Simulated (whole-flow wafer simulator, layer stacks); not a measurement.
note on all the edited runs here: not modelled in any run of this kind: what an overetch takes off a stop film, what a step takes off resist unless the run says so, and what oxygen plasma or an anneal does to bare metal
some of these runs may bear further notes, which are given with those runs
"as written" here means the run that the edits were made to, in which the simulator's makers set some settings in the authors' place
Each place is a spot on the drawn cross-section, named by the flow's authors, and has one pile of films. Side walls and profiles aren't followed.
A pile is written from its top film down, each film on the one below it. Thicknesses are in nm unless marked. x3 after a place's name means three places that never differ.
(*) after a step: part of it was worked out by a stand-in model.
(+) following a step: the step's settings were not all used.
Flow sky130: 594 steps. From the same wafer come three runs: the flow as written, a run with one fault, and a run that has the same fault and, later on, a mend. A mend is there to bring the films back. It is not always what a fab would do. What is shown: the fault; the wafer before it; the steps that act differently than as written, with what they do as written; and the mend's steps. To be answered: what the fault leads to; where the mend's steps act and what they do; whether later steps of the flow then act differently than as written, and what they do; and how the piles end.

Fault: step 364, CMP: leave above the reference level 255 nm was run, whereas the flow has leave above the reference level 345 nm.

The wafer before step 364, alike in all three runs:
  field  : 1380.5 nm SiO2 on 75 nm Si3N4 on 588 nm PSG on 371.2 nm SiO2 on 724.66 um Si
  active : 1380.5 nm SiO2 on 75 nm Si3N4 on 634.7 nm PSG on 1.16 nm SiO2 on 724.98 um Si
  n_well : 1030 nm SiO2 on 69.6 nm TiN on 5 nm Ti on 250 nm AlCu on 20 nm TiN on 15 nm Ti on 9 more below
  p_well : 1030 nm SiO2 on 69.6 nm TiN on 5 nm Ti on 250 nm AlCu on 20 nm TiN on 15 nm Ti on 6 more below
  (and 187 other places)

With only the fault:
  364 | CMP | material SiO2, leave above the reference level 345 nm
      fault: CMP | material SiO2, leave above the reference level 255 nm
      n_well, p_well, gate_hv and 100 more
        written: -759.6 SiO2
        fault: -849.6 SiO2
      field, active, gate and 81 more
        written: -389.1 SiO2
        fault: -479.1 SiO2
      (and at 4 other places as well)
  Steps later in the flow that act otherwise than as written (not shown: 7 more steps that differ only slightly, by at most 2% or 0.5 nm, whichever is larger):
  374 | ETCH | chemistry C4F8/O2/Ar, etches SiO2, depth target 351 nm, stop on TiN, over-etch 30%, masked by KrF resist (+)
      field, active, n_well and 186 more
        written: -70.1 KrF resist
        fault: -46.7 KrF resist
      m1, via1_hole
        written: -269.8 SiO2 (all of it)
        fault: -179.8 SiO2 (all of it)
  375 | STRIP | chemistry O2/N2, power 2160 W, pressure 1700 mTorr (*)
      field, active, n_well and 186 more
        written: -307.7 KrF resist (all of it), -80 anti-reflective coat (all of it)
        fault: -331.1 KrF resist (all of it), -80 anti-reflective coat (all of it)
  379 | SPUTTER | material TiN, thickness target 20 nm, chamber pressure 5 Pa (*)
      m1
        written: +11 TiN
        fault: +12.8 TiN
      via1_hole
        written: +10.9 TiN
        fault: +12.8 TiN
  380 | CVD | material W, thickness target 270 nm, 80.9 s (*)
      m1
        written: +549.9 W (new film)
        fault: +458 W (new film)
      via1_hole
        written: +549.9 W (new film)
        fault: +458.1 W (new film)
  By the end, the piles at field, active, n_well and 190 more depart from the flow's by more than 2% or 0.5 nm, whichever is larger.
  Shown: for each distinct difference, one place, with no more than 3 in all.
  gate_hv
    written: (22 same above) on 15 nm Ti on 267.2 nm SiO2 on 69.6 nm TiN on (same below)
    fault: (22 same above) on 15 nm Ti on 177.2 nm SiO2 on 69.6 nm TiN on (same below)
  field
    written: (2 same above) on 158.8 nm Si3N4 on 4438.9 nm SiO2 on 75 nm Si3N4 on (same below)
    fault: (2 same above) on 158.8 nm Si3N4 on 4348.9 nm SiO2 on 75 nm Si3N4 on (same below)
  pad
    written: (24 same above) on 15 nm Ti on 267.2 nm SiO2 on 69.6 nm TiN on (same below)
    fault: (24 same above) on 15 nm Ti on 177.2 nm SiO2 on 69.6 nm TiN on (same below)

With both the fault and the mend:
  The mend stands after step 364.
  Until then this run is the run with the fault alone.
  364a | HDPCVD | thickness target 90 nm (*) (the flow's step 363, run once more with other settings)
      field, active, n_well and 188 more
        +90 SiO2
  None of the later steps of the flow differs from how it acts as written, at any place that is followed, by more than 2% or 0.5 nm, whichever is larger.
  By the end, the piles equal the flow's at every place that both follow.
